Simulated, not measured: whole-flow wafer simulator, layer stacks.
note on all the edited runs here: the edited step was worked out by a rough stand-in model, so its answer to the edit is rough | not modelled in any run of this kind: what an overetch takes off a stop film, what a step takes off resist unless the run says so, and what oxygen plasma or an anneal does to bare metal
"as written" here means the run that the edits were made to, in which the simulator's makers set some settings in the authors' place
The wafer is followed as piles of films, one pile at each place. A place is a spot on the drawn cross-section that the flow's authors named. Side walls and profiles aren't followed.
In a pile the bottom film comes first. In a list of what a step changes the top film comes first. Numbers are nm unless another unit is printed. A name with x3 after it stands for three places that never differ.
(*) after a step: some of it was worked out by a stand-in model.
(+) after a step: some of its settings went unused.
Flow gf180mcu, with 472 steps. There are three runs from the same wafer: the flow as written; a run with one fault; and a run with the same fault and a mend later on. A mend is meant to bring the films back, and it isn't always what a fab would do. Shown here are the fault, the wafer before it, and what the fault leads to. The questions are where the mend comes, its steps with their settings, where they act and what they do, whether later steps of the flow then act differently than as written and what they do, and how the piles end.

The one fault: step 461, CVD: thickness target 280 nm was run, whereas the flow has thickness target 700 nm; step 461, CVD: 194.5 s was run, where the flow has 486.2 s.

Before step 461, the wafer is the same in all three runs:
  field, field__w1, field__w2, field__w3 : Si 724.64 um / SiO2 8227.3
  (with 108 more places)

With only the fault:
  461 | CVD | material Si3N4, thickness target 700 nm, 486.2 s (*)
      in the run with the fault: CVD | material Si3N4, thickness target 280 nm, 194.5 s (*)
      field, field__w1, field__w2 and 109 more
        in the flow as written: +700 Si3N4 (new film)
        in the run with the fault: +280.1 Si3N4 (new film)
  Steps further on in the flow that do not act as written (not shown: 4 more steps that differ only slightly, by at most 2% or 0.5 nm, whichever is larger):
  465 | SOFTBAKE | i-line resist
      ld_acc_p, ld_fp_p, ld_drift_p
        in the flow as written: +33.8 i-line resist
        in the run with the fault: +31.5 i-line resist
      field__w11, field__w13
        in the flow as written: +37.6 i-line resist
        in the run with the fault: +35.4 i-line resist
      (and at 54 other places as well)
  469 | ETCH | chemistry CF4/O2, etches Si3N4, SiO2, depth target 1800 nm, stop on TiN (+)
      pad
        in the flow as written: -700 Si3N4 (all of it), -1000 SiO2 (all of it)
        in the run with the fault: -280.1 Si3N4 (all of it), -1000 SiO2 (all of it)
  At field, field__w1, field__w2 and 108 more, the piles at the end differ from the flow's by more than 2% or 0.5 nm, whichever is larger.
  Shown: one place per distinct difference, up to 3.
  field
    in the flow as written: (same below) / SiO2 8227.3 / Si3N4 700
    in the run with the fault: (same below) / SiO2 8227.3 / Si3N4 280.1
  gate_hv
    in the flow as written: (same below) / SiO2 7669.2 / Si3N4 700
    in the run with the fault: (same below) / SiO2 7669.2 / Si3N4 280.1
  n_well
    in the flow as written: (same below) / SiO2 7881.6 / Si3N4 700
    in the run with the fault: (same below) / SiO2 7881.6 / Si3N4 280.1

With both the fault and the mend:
  The mend follows step 468.
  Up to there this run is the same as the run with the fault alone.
  468a | STRIP | chemistry O2/N2, power 2160 W, pressure 1700 mTorr (*)
      iso_ptap_pw, iso_ntap_nw, iso_nw_fld and 33 more
        -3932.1 i-line resist (all of it)
      p_well, sti, spacer, sd_n, mim_1p0, dice_street
        -3937.9 i-line resist (all of it)
      field__w2, field__w3, field__w6
        -3983.4 i-line resist (all of it)
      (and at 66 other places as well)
  468b | CVD | material Si3N4, thickness target 420 nm, 291.7 s (*) (a further turn of the flow's step 461, with different settings)
      field, field__w1, field__w2 and 109 more
        +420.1 Si3N4
  468c | HMDS | 120 C, 60 s (a further turn of the flow's step 463)
      leaves every film unchanged at each place that is followed
  468d | COAT | i-line resist, thickness 4000 nm (*) (a further turn of the flow's step 464)
      iso_ptap_pw, iso_ntap_nw, iso_nw_fld and 33 more
        +4000 i-line resist (new film)
      field__w9, field__w13, sd_p_hv, gate_p_hv, nplus_u, npoly_u
        +4017 i-line resist (new film)
      p_well, sti, spacer, sd_n, mim_1p0, dice_street
        +4006.3 i-line resist (new film)
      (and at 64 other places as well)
  468e | SOFTBAKE | i-line resist (a further turn of the flow's step 465)
      ld_acc_p, ld_fp_p, ld_drift_p
        +33.8 i-line resist
      field__w2, field_sub__w4
        +33.4 i-line resist
      field__w11, field__w13
        +37.6 i-line resist
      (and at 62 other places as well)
  468f | EXPOSE | photomask Pad (a further turn of the flow's step 466)
      leaves every film unchanged at each place that is followed
  468g | PEB | i-line resist, 115 C, 93.9 s (a further turn of the flow's step 467)
      iso_ptap_pw, iso_ntap_nw, iso_nw_fld and 33 more
        -67.9 i-line resist
      field, field__w2, field__w3 and 25 more
        -68.8 i-line resist
      field_sub, field_sub__w1, field_sub__w2 and 23 more
        -68.7 i-line resist
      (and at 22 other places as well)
  468h | DEVELOP | thickness 4000 nm (*) (a further turn of the flow's step 468)
      field__w5, field__w7, field__w13 and 13 more
        -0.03 i-line resist
      pad
        -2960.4 i-line resist (all of it)
  None of the later steps of the flow differs from how it acts as written, at any place that is followed, by more than 2% or 0.5 nm, whichever is larger.
  At the end the piles are close to the flow's at the places that both follow, differing by at most 2% or 0.5 nm, whichever is larger.
